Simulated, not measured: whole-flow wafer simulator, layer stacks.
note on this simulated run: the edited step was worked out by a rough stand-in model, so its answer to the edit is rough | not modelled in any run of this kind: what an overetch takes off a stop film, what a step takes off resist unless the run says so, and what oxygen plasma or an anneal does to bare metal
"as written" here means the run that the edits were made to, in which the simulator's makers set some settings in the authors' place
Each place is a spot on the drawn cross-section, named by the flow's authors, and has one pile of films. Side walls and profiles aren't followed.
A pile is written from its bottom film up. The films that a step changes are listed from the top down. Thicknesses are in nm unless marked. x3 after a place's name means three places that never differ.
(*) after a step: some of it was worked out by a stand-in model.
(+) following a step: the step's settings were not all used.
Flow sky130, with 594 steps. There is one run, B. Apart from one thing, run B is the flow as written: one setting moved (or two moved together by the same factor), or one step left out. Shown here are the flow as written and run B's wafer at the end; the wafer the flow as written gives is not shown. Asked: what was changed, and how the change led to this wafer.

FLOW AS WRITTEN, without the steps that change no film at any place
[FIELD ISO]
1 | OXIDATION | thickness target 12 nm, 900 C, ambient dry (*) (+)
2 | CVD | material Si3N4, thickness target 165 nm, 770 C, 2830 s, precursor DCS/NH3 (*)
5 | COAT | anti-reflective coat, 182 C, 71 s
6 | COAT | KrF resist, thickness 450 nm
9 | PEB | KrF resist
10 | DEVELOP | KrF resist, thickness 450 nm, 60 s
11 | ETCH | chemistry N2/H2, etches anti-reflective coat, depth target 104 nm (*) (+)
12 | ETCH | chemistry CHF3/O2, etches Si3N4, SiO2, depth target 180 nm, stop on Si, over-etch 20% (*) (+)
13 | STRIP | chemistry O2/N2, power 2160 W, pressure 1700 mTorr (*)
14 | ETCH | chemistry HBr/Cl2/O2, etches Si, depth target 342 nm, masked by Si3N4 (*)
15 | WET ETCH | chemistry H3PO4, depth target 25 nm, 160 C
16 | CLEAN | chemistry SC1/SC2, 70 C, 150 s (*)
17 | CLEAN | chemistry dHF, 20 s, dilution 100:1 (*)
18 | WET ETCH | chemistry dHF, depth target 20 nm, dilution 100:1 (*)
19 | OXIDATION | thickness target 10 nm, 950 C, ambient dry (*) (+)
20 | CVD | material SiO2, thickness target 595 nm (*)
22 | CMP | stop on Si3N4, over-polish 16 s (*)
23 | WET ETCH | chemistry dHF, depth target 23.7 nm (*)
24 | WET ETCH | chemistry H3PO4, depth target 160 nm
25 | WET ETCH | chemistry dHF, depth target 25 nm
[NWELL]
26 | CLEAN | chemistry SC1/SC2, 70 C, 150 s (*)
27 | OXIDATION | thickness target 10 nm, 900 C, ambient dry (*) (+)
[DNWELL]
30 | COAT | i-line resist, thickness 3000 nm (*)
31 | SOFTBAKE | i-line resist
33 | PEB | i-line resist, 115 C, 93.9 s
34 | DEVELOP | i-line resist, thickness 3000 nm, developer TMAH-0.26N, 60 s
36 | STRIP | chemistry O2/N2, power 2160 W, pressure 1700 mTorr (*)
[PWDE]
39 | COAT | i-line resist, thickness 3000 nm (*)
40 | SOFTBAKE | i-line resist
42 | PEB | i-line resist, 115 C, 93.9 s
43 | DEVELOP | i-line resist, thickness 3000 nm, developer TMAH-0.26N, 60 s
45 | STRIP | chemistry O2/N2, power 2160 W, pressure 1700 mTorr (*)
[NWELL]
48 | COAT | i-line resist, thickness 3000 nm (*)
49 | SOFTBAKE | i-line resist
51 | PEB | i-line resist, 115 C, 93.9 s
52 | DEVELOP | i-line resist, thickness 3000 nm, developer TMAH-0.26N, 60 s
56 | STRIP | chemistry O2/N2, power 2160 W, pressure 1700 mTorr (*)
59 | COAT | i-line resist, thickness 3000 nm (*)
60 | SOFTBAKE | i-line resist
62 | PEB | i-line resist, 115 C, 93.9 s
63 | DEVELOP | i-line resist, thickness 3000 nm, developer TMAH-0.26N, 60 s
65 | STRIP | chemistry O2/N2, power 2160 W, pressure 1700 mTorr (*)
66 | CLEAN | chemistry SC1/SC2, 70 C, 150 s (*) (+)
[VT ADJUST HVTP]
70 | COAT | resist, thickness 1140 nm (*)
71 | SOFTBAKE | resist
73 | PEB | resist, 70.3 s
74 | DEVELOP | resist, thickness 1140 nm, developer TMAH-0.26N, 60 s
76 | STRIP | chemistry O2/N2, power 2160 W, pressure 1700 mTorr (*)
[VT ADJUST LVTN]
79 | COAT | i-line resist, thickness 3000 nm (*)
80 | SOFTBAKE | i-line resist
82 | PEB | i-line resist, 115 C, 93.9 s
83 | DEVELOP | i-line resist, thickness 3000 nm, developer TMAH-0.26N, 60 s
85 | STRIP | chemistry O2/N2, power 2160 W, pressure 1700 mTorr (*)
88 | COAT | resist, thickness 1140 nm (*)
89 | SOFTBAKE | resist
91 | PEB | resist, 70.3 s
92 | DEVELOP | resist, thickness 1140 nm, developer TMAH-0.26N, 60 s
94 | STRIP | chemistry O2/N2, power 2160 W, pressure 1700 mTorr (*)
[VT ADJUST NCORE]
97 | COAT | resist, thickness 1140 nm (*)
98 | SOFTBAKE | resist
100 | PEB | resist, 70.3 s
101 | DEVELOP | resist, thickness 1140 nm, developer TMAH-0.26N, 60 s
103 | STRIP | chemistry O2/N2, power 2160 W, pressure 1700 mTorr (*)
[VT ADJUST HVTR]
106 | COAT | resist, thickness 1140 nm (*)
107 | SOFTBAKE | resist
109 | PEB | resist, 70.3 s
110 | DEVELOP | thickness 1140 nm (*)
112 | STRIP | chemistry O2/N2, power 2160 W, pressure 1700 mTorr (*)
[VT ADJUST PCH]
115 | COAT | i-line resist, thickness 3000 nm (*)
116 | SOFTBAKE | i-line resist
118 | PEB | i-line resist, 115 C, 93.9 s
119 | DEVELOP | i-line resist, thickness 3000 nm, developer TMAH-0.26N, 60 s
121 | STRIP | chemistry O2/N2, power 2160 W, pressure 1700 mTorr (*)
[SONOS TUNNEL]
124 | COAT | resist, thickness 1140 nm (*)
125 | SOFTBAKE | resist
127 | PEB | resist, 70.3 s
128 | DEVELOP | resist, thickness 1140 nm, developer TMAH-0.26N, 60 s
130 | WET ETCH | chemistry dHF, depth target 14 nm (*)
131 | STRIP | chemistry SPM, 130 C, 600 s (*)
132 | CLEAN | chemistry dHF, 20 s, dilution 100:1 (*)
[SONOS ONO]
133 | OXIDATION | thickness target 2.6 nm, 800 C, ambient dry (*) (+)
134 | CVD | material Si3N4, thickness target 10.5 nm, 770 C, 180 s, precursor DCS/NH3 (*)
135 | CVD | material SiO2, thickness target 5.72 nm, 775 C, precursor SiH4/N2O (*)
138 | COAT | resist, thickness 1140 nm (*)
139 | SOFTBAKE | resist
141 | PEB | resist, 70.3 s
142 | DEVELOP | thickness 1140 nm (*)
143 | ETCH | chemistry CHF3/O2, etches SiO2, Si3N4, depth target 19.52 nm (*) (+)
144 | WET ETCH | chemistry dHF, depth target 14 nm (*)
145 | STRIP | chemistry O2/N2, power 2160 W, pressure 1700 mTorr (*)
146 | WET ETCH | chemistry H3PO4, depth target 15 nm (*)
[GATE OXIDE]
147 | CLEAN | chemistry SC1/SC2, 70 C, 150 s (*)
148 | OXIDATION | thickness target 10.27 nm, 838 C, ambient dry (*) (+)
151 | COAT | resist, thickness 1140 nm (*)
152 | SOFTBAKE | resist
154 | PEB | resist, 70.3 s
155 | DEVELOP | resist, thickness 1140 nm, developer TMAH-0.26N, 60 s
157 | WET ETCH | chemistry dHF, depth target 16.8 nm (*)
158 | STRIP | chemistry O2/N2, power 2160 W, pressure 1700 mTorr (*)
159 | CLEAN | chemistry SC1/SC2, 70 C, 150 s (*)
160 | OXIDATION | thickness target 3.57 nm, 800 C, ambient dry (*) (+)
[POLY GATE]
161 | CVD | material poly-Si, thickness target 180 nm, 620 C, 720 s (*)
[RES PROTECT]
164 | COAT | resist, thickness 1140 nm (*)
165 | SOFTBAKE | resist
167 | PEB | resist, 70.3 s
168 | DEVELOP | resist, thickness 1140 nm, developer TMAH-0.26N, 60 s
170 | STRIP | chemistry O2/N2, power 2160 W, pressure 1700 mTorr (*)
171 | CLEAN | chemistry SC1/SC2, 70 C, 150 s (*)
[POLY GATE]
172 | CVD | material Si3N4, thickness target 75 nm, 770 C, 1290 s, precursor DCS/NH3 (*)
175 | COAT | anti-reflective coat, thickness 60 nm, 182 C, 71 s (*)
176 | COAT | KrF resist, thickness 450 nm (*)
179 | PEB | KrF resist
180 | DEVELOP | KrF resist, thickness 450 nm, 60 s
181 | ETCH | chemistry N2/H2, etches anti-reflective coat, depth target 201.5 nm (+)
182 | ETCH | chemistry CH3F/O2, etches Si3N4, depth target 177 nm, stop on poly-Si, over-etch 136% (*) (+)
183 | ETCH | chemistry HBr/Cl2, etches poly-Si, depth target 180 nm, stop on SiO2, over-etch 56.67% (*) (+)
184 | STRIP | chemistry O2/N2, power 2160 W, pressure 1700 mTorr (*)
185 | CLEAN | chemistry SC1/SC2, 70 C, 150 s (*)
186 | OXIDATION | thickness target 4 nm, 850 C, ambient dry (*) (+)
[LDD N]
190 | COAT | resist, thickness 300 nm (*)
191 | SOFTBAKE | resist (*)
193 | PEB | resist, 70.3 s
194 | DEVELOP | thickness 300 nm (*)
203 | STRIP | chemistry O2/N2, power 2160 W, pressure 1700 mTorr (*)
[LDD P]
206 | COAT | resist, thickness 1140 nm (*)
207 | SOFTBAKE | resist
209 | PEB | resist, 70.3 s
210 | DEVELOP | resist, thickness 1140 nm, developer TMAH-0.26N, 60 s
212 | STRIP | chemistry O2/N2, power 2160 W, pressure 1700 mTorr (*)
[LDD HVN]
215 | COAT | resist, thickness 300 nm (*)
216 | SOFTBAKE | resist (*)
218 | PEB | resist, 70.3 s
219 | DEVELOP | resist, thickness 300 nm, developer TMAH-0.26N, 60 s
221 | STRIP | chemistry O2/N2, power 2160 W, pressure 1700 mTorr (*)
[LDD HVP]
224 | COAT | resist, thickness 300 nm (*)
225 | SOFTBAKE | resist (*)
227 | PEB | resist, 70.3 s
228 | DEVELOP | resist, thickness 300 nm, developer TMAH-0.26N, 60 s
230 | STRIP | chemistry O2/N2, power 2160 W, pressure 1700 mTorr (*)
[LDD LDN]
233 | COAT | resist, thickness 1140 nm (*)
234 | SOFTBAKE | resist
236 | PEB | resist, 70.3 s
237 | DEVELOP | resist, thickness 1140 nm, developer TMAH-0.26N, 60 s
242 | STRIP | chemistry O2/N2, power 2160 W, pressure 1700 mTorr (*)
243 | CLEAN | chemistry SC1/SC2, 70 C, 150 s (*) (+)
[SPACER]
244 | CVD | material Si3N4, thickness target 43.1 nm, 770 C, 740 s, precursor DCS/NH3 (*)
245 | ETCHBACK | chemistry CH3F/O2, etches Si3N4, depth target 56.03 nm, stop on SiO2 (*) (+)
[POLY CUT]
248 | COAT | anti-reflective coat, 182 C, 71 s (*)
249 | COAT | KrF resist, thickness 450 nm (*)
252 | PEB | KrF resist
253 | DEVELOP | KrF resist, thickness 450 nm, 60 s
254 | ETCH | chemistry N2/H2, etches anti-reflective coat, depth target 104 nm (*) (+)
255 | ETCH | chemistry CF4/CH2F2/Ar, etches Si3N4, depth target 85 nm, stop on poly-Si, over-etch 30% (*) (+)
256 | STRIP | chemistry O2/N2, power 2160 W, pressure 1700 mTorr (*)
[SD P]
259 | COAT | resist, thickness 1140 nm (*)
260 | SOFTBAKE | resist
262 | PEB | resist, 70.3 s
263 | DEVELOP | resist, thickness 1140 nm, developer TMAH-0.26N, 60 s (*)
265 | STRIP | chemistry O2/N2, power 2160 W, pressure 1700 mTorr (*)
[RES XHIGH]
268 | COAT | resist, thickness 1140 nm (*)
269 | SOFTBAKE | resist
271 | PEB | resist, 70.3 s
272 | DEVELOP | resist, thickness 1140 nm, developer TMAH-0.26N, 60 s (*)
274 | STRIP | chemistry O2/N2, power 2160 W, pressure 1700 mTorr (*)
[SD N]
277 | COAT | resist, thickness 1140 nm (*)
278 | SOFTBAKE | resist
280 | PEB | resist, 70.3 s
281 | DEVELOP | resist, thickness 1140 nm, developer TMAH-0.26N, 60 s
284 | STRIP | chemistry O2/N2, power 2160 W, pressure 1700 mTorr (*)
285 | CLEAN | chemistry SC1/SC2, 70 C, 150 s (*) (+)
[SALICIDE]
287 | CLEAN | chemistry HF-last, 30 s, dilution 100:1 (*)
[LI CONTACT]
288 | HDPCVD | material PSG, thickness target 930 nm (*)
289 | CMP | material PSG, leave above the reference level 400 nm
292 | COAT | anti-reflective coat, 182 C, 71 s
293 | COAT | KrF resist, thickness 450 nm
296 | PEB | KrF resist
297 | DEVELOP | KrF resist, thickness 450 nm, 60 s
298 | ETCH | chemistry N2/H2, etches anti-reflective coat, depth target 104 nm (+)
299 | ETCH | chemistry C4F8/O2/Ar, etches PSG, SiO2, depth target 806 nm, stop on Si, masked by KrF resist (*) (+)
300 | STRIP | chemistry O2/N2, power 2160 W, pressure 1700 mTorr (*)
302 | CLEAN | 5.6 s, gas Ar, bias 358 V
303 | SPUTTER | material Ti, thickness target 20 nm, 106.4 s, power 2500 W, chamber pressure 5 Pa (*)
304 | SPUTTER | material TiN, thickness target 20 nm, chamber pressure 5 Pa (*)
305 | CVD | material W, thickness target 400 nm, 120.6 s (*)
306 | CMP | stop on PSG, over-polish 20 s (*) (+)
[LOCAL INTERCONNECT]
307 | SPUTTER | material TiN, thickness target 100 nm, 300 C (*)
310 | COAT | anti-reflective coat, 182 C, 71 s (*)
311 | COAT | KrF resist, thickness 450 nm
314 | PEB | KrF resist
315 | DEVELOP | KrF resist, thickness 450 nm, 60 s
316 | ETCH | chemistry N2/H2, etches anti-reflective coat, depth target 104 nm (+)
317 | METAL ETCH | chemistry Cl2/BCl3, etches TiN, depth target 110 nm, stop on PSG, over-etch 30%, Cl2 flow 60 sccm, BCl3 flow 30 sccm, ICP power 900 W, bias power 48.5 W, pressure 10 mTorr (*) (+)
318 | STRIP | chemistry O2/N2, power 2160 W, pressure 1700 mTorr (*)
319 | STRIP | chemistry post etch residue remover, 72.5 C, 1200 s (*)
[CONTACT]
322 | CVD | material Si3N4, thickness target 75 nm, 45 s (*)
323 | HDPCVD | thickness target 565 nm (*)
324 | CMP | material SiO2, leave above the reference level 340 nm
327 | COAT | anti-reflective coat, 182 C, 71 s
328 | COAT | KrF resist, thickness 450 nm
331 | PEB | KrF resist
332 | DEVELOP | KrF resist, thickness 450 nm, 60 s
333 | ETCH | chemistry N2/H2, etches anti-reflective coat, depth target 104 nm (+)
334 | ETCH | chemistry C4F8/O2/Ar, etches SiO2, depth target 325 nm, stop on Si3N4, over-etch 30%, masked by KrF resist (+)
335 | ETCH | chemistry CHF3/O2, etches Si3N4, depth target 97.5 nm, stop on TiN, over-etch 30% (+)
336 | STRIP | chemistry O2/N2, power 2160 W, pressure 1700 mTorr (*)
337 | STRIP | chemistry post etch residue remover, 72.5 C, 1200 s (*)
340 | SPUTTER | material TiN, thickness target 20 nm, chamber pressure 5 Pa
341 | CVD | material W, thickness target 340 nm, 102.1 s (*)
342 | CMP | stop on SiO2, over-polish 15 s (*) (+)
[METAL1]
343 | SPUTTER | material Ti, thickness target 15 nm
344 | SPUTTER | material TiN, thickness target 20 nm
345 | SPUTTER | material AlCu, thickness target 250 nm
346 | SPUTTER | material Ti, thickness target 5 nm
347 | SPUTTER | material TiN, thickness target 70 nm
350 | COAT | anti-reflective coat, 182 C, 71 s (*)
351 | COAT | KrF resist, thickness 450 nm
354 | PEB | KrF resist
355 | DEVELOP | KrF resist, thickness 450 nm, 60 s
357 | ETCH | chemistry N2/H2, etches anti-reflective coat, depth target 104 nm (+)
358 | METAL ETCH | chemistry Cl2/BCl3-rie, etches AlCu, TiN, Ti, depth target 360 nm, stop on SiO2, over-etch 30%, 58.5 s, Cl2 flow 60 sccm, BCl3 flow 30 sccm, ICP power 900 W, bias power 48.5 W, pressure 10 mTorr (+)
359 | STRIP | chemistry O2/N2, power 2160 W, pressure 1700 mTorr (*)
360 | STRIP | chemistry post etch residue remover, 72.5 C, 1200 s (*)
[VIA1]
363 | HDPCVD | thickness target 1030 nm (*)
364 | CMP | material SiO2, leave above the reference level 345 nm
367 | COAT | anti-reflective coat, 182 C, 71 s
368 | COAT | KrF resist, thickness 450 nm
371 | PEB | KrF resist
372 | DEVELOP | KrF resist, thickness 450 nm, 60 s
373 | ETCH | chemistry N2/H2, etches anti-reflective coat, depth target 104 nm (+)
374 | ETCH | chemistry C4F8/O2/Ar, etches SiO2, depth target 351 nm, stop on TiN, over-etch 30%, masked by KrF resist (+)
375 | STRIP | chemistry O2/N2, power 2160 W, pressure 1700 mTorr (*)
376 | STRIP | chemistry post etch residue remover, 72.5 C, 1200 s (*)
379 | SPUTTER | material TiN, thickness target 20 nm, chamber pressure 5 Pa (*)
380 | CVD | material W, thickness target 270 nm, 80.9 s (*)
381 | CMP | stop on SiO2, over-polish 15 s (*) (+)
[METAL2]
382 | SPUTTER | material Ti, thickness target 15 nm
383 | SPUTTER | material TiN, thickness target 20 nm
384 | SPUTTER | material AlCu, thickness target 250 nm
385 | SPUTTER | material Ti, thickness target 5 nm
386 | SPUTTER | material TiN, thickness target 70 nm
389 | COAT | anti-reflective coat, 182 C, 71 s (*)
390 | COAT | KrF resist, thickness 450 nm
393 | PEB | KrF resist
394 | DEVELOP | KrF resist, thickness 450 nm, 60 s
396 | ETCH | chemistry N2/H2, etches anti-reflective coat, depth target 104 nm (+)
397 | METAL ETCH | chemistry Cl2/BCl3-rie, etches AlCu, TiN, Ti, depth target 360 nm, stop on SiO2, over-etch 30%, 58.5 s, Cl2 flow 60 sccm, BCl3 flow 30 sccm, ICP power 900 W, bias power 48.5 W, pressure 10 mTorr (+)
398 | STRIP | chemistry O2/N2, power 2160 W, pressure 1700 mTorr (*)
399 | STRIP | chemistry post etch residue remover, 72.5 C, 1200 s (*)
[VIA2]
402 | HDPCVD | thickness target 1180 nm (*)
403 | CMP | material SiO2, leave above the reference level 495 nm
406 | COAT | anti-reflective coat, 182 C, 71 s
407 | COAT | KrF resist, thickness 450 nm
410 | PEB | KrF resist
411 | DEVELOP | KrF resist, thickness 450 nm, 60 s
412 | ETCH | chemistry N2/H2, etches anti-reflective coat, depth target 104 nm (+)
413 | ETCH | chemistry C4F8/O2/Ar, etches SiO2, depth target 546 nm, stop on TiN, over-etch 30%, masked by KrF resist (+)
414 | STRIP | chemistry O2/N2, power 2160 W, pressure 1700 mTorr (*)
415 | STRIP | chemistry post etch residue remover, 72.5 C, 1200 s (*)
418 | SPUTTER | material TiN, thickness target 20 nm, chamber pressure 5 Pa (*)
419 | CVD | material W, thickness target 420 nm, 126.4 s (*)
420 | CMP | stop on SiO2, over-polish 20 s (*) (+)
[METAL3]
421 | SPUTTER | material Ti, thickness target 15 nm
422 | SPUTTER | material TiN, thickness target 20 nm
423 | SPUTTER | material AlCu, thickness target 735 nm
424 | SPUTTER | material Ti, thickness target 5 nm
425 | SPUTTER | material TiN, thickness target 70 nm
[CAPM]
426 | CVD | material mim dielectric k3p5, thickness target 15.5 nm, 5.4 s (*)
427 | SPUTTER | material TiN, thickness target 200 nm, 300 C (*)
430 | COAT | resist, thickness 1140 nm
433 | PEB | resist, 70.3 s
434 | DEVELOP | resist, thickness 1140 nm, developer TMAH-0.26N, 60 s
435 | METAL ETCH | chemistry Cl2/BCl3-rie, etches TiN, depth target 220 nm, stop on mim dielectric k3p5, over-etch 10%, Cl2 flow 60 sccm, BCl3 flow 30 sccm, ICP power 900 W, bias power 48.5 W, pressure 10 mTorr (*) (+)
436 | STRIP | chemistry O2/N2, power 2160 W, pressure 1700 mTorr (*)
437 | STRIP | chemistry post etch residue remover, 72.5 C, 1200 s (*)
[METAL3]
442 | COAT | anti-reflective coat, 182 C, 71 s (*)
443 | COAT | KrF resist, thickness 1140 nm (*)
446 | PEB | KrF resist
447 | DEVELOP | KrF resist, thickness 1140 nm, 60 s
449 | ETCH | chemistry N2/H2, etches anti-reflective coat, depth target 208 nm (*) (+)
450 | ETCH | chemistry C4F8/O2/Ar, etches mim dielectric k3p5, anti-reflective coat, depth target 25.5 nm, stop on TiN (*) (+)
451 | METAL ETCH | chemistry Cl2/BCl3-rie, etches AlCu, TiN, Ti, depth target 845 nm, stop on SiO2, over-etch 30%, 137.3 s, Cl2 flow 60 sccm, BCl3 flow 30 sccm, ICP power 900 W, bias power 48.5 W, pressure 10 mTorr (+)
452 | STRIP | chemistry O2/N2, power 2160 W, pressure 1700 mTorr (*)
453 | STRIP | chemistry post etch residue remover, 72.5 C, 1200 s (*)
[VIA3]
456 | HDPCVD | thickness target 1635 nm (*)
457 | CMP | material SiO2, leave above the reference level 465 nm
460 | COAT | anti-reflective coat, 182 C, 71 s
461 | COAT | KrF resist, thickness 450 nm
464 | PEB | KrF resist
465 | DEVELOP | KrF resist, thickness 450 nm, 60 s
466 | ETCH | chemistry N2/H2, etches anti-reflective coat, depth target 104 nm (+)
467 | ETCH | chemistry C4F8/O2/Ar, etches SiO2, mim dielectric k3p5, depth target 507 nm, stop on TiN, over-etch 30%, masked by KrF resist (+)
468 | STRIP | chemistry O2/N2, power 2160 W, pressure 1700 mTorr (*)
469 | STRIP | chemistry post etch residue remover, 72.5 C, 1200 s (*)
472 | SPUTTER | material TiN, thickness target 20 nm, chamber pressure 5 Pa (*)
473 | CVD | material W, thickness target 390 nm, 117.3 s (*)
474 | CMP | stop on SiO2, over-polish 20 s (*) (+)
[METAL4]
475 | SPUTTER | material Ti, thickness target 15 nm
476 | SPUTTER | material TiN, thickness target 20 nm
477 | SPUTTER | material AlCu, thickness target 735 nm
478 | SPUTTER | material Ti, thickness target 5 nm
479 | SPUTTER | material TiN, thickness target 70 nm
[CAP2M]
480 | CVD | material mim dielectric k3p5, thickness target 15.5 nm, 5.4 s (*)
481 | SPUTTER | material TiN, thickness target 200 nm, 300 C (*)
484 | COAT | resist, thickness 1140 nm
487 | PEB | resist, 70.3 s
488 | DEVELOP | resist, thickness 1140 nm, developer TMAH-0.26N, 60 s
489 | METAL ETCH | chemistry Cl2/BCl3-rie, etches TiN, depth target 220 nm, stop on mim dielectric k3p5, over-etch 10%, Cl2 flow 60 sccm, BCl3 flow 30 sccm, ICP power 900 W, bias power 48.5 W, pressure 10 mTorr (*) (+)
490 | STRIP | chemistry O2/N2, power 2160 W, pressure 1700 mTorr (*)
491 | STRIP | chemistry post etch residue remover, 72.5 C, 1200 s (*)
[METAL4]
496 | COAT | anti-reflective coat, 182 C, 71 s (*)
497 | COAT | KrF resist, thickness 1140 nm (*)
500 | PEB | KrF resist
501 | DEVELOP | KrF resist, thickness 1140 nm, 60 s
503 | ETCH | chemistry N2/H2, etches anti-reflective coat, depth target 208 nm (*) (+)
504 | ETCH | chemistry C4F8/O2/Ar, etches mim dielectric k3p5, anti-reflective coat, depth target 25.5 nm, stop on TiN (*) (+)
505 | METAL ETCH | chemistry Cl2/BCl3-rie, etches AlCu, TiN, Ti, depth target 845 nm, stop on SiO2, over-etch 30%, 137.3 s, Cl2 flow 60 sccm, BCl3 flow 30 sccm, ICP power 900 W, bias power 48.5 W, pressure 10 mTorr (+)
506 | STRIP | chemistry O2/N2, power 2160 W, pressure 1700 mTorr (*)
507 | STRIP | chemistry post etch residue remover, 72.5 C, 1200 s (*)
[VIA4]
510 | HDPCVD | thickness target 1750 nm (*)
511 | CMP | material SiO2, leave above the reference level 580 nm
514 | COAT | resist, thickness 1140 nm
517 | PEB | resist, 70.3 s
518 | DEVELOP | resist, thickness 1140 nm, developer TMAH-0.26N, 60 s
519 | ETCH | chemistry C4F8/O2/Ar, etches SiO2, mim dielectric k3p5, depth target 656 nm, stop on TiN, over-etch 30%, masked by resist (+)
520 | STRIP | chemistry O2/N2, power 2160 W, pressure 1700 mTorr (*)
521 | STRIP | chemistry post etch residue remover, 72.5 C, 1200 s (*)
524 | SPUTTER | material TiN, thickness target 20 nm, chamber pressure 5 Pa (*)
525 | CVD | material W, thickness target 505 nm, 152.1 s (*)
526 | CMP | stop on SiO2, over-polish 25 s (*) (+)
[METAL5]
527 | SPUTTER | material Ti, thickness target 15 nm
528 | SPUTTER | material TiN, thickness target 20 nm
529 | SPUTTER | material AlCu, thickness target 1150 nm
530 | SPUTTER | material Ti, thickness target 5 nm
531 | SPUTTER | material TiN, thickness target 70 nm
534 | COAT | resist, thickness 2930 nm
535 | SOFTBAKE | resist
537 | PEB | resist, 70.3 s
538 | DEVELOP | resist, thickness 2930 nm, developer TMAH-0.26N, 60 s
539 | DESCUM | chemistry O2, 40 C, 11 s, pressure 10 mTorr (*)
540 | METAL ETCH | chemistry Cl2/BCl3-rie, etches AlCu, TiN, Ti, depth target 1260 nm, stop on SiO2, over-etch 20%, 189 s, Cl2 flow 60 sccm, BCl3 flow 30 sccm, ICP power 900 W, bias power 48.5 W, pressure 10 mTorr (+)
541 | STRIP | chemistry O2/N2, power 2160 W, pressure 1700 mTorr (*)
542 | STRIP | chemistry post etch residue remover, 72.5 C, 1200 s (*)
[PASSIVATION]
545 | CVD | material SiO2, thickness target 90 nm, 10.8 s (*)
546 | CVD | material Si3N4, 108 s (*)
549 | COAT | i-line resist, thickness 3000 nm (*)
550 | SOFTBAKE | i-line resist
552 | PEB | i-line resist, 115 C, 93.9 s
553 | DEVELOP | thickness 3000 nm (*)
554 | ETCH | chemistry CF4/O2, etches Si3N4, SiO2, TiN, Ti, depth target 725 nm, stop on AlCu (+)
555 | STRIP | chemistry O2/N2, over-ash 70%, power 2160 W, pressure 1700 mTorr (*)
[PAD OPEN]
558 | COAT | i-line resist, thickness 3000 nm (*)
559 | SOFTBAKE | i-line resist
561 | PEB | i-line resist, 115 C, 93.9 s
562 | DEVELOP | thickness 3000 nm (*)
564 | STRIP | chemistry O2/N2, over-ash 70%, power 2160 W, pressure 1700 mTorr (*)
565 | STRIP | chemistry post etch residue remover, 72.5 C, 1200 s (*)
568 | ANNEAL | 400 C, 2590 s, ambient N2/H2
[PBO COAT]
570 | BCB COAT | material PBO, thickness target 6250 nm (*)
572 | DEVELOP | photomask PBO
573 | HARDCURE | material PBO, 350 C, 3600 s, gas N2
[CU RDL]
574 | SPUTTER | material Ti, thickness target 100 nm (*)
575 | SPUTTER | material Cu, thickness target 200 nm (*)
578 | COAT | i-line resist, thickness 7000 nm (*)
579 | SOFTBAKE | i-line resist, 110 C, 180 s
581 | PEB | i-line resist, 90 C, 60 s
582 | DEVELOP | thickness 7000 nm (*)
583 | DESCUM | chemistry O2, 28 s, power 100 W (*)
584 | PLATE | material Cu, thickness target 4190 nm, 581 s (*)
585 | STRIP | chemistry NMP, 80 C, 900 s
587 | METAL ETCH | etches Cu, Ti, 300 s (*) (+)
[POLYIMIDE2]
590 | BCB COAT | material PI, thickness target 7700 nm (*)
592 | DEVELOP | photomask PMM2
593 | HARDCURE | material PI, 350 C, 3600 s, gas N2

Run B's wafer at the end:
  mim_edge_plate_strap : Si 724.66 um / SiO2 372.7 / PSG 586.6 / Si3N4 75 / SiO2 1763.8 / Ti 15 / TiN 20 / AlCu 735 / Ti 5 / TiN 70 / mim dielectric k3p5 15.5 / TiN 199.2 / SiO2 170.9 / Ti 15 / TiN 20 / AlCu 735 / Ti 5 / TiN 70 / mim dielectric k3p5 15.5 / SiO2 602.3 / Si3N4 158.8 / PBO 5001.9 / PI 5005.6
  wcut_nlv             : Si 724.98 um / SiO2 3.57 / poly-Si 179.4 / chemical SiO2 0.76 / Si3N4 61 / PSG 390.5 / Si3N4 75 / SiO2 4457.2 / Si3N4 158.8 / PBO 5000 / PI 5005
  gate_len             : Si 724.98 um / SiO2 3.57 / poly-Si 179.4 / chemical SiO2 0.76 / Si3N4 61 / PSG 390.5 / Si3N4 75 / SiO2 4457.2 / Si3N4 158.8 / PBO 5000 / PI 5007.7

The reason: step 545, CVD: thickness target 103 nm was run, while the flow as written has thickness target 90 nm; step 545, CVD: 12.4 s was run, where the flow has 10.8 s.

Step by step, how the change led to this:
  545 | CVD | material SiO2, thickness target 90 nm, 10.8 s (*)
      field, active, gate and 175 more: +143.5 SiO2 (it would be, as written: +125.2 SiO2)
      n_well, p_well, sd_n and 12 more: +143.5 SiO2 (new film) (it would be, as written: +125.2 SiO2 (new film))
  550 | SOFTBAKE | i-line resist
      spacer: -100 i-line resist (it would be, as written: -97.5 i-line resist)
      pplus_nw: -56.9 i-line resist (it would be, as written: -55.7 i-line resist)
      (as well as at 18 more places)
  554 | ETCH | chemistry CF4/O2, etches Si3N4, SiO2, TiN, Ti, depth target 725 nm, stop on AlCu (+)
      field, active, n_well and 189 more: -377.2 i-line resist (it would be, as written: -358.9 i-line resist)
      pad: -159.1 Si3N4 (all of it), -143.5 SiO2 (all of it), -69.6 TiN (all of it), -5 Ti (all of it) (it would be, as written: -159.1 Si3N4 (all of it), -125.2 SiO2 (all of it), -69.6 TiN (all of it), -5 Ti (all of it))
  559 | SOFTBAKE | i-line resist
      pplus_nw: -56.9 i-line resist (it would be, as written: -55.7 i-line resist)
      pwell_dnw: -29 i-line resist (it would be, as written: -28.2 i-line resist)
      (as well as at 19 more places)
  578 | COAT | i-line resist, thickness 7000 nm (*)
      pad: +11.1 um i-line resist (new film) (it would be, as written: +11.08 um i-line resist (new film))
  582 | DEVELOP | thickness 7000 nm (*)
      pad: -11.1 um i-line resist (all of it) (it would be, as written: -11.08 um i-line resist (all of it))
